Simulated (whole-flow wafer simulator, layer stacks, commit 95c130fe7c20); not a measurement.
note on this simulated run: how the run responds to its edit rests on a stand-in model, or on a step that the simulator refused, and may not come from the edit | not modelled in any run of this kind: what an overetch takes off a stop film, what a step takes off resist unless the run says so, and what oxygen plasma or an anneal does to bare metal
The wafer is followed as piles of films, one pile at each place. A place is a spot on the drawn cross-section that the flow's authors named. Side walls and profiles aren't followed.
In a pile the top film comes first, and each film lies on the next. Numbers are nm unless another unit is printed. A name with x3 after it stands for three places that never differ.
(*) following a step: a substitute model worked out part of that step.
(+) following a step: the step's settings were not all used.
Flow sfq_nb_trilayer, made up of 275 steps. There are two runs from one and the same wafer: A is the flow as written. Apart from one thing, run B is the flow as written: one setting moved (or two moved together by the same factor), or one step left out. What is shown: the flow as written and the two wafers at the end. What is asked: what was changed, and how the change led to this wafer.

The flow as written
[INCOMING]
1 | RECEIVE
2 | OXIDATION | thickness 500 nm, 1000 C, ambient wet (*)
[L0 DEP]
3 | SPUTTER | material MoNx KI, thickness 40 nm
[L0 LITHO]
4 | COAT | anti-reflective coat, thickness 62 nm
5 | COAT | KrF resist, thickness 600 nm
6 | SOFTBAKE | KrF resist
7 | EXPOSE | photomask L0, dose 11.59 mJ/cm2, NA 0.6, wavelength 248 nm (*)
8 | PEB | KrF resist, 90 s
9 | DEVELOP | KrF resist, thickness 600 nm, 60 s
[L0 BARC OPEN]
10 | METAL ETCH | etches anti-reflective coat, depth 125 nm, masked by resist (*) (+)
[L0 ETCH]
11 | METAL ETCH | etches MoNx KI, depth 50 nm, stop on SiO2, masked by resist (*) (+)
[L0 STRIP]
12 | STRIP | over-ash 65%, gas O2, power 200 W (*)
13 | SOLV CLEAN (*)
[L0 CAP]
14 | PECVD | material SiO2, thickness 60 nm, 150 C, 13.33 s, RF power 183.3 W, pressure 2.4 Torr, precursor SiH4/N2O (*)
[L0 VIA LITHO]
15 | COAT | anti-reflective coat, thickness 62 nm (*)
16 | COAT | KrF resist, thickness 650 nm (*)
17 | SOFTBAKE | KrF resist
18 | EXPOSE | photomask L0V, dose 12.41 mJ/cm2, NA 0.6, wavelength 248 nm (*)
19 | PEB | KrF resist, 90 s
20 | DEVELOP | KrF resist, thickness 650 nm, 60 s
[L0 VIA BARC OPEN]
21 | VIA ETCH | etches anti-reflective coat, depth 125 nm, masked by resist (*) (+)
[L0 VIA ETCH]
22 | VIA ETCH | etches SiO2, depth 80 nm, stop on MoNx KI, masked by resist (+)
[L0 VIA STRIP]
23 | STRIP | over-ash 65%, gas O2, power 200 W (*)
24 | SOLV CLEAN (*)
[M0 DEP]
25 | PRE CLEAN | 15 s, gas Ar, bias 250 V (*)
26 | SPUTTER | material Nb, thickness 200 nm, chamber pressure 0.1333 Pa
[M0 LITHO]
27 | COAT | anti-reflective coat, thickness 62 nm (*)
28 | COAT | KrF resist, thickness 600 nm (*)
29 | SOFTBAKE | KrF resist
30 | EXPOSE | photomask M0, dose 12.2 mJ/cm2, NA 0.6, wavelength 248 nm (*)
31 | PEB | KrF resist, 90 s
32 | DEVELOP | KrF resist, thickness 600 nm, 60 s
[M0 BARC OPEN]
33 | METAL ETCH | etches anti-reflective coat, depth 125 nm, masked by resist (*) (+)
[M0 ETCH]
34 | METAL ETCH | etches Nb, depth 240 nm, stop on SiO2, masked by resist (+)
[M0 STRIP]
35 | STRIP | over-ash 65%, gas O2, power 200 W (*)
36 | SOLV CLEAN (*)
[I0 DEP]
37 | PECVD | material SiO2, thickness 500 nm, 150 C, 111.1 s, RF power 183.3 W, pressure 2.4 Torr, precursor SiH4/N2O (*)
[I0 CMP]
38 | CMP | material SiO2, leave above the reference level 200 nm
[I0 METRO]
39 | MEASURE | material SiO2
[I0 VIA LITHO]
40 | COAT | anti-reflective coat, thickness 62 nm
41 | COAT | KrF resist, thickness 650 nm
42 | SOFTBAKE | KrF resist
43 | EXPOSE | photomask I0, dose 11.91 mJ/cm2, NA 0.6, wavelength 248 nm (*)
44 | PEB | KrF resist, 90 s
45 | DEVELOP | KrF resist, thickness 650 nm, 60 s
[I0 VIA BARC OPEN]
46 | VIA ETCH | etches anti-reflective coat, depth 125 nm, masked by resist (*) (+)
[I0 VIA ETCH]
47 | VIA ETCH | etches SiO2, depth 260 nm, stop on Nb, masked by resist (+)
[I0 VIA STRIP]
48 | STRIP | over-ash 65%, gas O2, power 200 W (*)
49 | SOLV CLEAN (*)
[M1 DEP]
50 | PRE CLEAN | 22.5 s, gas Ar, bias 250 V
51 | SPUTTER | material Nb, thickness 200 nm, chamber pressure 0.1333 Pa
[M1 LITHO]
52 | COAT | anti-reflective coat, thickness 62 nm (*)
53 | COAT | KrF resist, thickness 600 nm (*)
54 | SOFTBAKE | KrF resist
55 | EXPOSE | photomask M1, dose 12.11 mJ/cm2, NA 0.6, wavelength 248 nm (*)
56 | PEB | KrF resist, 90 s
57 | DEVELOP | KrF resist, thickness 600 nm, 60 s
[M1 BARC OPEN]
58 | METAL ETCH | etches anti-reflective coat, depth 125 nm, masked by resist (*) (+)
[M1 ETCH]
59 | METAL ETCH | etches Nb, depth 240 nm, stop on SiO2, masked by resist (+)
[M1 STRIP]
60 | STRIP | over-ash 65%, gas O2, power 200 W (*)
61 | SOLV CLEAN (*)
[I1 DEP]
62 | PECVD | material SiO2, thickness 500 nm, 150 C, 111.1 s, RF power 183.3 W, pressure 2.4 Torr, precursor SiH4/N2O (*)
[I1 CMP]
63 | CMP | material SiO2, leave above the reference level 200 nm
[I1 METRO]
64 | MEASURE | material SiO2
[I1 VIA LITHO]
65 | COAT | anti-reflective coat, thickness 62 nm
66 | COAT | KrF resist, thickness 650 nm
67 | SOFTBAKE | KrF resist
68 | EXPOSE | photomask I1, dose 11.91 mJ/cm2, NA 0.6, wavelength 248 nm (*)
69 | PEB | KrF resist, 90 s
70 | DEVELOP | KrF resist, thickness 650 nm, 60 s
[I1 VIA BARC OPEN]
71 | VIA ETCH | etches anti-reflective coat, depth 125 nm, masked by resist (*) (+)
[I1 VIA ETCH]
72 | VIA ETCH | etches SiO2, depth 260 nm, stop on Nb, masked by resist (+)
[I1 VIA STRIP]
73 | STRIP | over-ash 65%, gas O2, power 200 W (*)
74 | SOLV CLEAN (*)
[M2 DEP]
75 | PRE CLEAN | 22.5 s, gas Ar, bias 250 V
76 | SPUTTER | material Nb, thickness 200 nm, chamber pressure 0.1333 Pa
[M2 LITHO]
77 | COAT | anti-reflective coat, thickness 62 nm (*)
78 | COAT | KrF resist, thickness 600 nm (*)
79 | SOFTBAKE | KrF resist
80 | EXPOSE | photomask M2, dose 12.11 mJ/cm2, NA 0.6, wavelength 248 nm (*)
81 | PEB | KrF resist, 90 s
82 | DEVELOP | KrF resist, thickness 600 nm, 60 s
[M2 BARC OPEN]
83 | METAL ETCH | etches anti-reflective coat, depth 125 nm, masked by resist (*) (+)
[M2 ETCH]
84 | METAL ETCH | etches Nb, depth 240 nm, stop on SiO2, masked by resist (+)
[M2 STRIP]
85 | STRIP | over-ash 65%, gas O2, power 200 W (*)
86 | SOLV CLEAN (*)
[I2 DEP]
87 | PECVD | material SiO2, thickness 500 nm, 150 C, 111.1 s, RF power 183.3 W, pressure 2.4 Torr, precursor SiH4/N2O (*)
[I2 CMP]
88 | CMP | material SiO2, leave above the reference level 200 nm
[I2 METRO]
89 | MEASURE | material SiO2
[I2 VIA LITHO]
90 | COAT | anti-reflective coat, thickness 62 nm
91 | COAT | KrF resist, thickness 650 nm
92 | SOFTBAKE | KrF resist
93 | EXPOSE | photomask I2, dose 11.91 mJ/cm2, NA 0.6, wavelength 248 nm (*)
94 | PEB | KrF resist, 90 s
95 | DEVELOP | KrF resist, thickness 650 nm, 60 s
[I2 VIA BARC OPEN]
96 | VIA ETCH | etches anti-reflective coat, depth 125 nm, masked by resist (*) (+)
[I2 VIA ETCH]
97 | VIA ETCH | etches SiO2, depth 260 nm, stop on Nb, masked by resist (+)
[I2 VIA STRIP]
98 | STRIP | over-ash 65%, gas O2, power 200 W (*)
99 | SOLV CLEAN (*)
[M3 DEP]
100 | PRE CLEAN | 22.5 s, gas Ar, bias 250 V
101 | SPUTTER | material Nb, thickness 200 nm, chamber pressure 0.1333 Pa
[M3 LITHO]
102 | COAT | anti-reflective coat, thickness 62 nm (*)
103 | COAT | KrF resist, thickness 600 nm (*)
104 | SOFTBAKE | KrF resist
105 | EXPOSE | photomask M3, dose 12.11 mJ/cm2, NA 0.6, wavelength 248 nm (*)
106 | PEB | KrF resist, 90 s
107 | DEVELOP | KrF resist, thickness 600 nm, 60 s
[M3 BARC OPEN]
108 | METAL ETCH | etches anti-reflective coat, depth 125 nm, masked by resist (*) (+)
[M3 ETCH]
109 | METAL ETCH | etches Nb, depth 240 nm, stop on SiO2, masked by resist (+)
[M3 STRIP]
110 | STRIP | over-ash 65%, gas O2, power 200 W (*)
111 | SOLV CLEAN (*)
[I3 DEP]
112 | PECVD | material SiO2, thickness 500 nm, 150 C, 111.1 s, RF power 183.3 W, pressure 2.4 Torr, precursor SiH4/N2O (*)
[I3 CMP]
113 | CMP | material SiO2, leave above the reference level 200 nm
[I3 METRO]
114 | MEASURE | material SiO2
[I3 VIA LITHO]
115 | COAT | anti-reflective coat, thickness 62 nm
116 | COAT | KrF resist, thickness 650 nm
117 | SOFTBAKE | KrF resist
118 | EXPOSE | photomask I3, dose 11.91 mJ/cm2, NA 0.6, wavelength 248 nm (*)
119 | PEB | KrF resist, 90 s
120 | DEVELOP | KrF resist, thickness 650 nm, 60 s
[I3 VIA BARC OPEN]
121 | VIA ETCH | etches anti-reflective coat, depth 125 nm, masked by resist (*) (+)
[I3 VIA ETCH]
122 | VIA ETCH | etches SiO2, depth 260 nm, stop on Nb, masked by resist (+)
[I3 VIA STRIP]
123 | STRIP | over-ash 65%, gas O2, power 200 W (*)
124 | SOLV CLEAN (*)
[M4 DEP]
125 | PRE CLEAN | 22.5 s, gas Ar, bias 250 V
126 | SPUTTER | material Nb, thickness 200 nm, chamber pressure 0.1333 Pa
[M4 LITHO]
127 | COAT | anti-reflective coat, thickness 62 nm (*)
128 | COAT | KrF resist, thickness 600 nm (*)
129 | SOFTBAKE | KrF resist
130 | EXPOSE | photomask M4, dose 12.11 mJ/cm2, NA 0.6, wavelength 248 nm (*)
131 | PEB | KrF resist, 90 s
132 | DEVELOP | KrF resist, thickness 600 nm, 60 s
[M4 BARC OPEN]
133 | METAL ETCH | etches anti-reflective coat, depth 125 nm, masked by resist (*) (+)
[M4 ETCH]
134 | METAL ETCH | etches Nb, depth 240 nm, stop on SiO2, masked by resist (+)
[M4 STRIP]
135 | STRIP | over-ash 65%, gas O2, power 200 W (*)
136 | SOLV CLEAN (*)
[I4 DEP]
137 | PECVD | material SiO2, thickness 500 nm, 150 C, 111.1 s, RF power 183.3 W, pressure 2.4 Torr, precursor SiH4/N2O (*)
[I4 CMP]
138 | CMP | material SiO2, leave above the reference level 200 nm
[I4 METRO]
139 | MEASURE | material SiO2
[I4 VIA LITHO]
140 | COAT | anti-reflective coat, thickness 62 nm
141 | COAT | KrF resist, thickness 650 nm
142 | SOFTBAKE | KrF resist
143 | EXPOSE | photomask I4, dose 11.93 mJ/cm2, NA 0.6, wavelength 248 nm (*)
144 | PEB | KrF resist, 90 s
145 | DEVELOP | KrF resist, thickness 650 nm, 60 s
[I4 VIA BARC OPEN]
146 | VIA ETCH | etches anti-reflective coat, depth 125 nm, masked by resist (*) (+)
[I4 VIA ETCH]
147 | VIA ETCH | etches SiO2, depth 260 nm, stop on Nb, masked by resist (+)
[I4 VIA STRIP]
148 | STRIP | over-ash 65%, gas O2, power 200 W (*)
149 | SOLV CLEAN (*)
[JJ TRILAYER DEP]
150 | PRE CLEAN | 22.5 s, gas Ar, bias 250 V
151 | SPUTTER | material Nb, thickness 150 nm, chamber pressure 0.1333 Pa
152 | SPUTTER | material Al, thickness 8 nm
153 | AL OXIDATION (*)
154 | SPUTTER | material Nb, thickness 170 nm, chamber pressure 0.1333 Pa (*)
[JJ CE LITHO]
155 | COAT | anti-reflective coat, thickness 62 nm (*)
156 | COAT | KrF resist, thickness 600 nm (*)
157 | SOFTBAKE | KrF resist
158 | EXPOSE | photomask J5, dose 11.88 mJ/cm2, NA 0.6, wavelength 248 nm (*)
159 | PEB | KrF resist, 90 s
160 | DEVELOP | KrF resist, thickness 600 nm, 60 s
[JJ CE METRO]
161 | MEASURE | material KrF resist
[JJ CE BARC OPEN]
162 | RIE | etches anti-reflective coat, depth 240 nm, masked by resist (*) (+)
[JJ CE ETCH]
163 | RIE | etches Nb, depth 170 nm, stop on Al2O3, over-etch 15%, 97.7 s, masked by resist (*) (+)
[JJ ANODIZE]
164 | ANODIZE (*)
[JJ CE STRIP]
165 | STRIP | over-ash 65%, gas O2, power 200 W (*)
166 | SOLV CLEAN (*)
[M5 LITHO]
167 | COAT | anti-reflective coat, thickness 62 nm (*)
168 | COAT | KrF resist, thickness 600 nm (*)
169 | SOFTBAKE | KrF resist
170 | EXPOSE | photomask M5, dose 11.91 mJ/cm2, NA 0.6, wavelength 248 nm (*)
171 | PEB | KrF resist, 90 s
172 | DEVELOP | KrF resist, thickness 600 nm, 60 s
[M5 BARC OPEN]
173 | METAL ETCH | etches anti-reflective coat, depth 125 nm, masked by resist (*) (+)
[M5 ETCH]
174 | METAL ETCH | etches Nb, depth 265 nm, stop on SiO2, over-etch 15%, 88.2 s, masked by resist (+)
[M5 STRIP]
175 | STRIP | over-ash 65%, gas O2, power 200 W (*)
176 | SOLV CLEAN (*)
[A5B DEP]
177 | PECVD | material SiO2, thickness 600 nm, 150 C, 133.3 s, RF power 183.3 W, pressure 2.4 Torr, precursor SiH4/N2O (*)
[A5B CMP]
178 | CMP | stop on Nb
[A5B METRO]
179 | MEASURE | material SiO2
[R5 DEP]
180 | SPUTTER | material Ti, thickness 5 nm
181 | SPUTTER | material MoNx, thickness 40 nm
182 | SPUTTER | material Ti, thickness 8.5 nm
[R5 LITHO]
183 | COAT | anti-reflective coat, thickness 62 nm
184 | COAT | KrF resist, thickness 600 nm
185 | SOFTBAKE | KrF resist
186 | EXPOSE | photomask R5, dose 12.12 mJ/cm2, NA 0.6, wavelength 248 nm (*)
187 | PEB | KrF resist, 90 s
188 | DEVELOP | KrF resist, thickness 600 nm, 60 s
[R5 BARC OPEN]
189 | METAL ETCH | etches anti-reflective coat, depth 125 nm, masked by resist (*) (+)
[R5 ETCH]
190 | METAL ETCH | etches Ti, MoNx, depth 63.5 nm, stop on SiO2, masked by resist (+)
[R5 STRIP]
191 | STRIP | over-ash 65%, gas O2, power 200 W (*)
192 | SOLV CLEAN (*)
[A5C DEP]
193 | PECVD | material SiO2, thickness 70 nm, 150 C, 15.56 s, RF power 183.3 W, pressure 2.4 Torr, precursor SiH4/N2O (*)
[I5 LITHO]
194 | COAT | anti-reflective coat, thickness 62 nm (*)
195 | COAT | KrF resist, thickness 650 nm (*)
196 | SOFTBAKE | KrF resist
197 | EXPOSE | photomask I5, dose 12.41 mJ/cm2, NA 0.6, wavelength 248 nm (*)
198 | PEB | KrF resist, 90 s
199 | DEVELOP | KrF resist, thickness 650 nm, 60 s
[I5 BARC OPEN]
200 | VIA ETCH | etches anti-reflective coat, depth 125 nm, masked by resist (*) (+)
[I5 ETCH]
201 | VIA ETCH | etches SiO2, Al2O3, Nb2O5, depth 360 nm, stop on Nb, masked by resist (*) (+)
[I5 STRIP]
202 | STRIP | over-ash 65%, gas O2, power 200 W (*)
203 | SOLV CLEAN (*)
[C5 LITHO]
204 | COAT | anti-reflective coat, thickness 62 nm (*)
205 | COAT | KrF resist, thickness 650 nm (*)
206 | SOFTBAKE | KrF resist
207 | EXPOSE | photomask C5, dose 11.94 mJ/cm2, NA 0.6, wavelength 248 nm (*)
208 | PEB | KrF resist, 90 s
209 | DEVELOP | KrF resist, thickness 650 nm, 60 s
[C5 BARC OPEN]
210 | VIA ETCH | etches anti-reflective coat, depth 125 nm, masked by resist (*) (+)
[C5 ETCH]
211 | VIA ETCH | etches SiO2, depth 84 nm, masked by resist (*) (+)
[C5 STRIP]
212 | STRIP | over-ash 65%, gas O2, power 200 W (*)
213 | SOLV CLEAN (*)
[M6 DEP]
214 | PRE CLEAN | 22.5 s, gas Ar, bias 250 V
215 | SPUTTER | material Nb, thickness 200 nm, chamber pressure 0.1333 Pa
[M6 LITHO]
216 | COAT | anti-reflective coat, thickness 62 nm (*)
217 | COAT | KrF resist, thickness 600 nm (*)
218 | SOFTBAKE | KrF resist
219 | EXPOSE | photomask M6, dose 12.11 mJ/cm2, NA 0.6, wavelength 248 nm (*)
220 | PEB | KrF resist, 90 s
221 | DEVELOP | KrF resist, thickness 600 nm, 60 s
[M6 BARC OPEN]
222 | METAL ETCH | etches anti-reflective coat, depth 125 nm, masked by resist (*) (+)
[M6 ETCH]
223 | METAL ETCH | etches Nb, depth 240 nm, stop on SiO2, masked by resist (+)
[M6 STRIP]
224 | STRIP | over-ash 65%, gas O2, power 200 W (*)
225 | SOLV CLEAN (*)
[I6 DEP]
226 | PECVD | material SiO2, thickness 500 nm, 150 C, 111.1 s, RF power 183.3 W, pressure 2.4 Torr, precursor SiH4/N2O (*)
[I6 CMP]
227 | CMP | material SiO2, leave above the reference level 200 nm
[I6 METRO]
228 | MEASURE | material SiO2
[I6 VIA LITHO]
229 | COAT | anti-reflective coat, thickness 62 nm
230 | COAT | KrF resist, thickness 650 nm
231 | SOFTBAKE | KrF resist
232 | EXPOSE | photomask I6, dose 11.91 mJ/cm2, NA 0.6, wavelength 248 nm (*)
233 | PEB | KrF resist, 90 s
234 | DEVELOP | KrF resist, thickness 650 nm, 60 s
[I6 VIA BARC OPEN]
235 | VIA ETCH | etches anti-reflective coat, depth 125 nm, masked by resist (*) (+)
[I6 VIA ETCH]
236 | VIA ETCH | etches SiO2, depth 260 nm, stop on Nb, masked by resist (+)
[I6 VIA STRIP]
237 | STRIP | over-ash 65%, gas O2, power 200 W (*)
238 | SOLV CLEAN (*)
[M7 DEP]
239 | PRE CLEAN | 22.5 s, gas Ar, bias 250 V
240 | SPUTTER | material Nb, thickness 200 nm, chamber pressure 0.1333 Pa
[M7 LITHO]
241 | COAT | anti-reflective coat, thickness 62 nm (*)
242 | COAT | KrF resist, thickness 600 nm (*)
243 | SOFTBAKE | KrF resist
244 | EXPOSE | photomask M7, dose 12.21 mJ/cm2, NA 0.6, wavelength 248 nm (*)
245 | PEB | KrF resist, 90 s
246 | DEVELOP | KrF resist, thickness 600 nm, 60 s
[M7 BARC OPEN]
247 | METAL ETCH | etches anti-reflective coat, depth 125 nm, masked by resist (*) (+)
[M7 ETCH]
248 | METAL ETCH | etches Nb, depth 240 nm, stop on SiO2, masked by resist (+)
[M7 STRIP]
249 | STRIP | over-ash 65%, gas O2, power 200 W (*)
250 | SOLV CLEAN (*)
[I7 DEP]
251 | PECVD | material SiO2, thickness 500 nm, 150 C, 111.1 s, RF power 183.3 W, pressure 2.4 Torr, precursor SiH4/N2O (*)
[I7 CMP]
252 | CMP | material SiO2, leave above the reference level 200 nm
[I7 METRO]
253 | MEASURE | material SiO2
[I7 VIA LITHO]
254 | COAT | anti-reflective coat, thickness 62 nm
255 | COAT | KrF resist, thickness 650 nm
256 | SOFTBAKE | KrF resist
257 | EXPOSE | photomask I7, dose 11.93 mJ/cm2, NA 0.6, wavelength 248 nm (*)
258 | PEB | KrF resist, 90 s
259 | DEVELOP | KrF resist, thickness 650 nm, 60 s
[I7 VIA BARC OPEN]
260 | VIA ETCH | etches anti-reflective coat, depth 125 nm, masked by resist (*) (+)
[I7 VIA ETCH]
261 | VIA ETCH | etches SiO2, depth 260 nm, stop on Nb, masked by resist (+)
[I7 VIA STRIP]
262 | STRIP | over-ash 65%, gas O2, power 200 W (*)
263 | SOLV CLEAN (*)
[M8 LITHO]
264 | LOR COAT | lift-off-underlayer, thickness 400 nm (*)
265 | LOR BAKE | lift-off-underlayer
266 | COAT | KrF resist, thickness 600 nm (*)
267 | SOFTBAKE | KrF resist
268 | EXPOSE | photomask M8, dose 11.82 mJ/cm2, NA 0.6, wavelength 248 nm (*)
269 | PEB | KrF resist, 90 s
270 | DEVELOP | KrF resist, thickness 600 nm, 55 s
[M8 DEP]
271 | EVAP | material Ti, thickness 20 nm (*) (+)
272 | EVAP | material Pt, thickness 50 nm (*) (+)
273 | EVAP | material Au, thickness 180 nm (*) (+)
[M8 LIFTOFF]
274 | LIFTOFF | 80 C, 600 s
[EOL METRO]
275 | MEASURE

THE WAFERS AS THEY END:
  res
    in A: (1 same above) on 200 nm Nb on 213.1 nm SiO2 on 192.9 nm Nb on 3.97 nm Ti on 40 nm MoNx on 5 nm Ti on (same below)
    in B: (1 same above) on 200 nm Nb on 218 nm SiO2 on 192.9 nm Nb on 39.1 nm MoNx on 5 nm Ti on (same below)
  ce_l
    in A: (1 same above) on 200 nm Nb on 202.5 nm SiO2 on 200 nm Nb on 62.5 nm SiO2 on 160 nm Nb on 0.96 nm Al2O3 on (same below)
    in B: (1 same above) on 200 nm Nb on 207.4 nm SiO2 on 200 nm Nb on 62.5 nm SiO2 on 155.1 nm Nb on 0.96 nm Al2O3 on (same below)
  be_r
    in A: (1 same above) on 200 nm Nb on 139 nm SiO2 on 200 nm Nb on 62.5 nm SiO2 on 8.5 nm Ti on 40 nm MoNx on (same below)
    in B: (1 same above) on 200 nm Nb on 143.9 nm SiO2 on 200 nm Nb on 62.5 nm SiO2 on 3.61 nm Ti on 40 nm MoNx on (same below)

What caused this: step 182, SPUTTER: thickness 3.61 nm was run, while the flow as written has thickness 8.5 nm.
One can read it off the wafer: be_r has Ti 3.61, and step 182 as written asks for 8.5 nm.

How this came from the change, step by step:
  182 | SPUTTER | material Ti, thickness 8.5 nm
      field_l, v_sur, via_wl and 103 more: A Ti gains 8.5 (new film) | B Ti gains 3.61 (new film)
  190 | METAL ETCH | etches Ti, MoNx, depth 63.5 nm, stop on SiO2, masked by resist (+)
      field_l, v_sur, via_wl and 92 more: A Ti loses 8.5 (all of it), MoNx loses 40 (all of it), Ti loses 5 (all of it) | B Ti loses 3.61 (all of it), MoNx loses 40 (all of it), Ti loses 5 (all of it)
      ce_l, c5j, ce_r, wl_jj: A Ti loses 8.5 (all of it), MoNx loses 40 (all of it), Ti loses 5 (all of it), Nb loses 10 | B Ti loses 3.61 (all of it), MoNx loses 40 (all of it), Ti loses 5 (all of it), Nb loses 14.9
  194 | COAT | anti-reflective coat, thickness 62 nm (*)
      r5r_spacepad_l, r5r_spacepad_r: A anti-reflective coat gains 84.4 (new film) | B anti-reflective coat gains 82.3 (new film)
      ce_l: A anti-reflective coat gains 67.2 (new film) | B anti-reflective coat gains 69.3 (new film)
      (and at 4 other places as well)
  202 | STRIP | over-ash 65%, gas O2, power 200 W (*)
      r5r_spacepad_l, r5r_spacepad_r: A KrF resist loses 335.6 (all of it), anti-reflective coat loses 84.4 (all of it) | B KrF resist loses 335.4 (all of it), anti-reflective coat loses 82.3 (all of it)
      ce_l: A KrF resist loses 341.5 (all of it), anti-reflective coat loses 67.2 (all of it) | B KrF resist loses 342.8 (all of it), anti-reflective coat loses 69.3 (all of it)
      (and at 4 other places as well)
  204 | COAT | anti-reflective coat, thickness 62 nm (*)
      r5r_spacepad_l, r5r_spacepad_r: A anti-reflective coat gains 84.4 (new film) | B anti-reflective coat gains 82.3 (new film)
      ce_l: A anti-reflective coat gains 66 (new film) | B anti-reflective coat gains 68.2 (new film)
      (and at 4 other places as well)
  210 | VIA ETCH | etches anti-reflective coat, depth 125 nm, masked by resist (*) (+)
      c5j: A anti-reflective coat loses 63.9 (all of it), SiO2 loses 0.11 | B anti-reflective coat loses 65.3 (all of it), SiO2 loses 0.1
  212 | STRIP | over-ash 65%, gas O2, power 200 W (*)
      r5r_spacepad_l, r5r_spacepad_r: A KrF resist loses 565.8 (all of it), anti-reflective coat loses 84.4 (all of it) | B KrF resist loses 565.2 (all of it), anti-reflective coat loses 82.3 (all of it)
      ce_l: A KrF resist loses 567.4 (all of it), anti-reflective coat loses 66 (all of it) | B KrF resist loses 568.3 (all of it), anti-reflective coat loses 68.2 (all of it)
      (and at 3 other places as well)
  214 | PRE CLEAN | 22.5 s, gas Ar, bias 250 V
      res: A Ti loses 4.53 | B Ti loses 3.61 (all of it), MoNx loses 0.9
  216 | COAT | anti-reflective coat, thickness 62 nm (*)
      r5r_spacepad_l, r5r_spacepad_r: A anti-reflective coat gains 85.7 (new film) | B anti-reflective coat gains 83.3 (new film)
      ce_l: A anti-reflective coat gains 48 (new film) | B anti-reflective coat gains 49.6 (new film)
      (and at 3 other places as well)
  222 | METAL ETCH | etches anti-reflective coat, depth 125 nm, masked by resist (*) (+)
      r5r_spacepad_l, r5r_spacepad_r: A anti-reflective coat loses 85.7 (all of it) | B anti-reflective coat loses 83.3 (all of it)
  224 | STRIP | over-ash 65%, gas O2, power 200 W (*)
      ce_l: A KrF resist loses 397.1 (all of it), anti-reflective coat loses 48 (all of it) | B KrF resist loses 398.9 (all of it), anti-reflective coat loses 49.6 (all of it)
      ce_r: A KrF resist loses 403.5 (all of it), anti-reflective coat loses 48.8 (all of it) | B KrF resist loses 404.8 (all of it), anti-reflective coat loses 50.3 (all of it)
      (and at 2 other places as well)
  227 | CMP | material SiO2, leave above the reference level 200 nm
      r5r_line_l, r5r_line_c, r5r_line_r: A SiO2 loses 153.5 | B SiO2 loses 148.6
      r5r_spacepad_l, r5r_spacepad_r: A SiO2 loses 153.5 | B SiO2 loses 146.1
      (and at 1 other place as well)
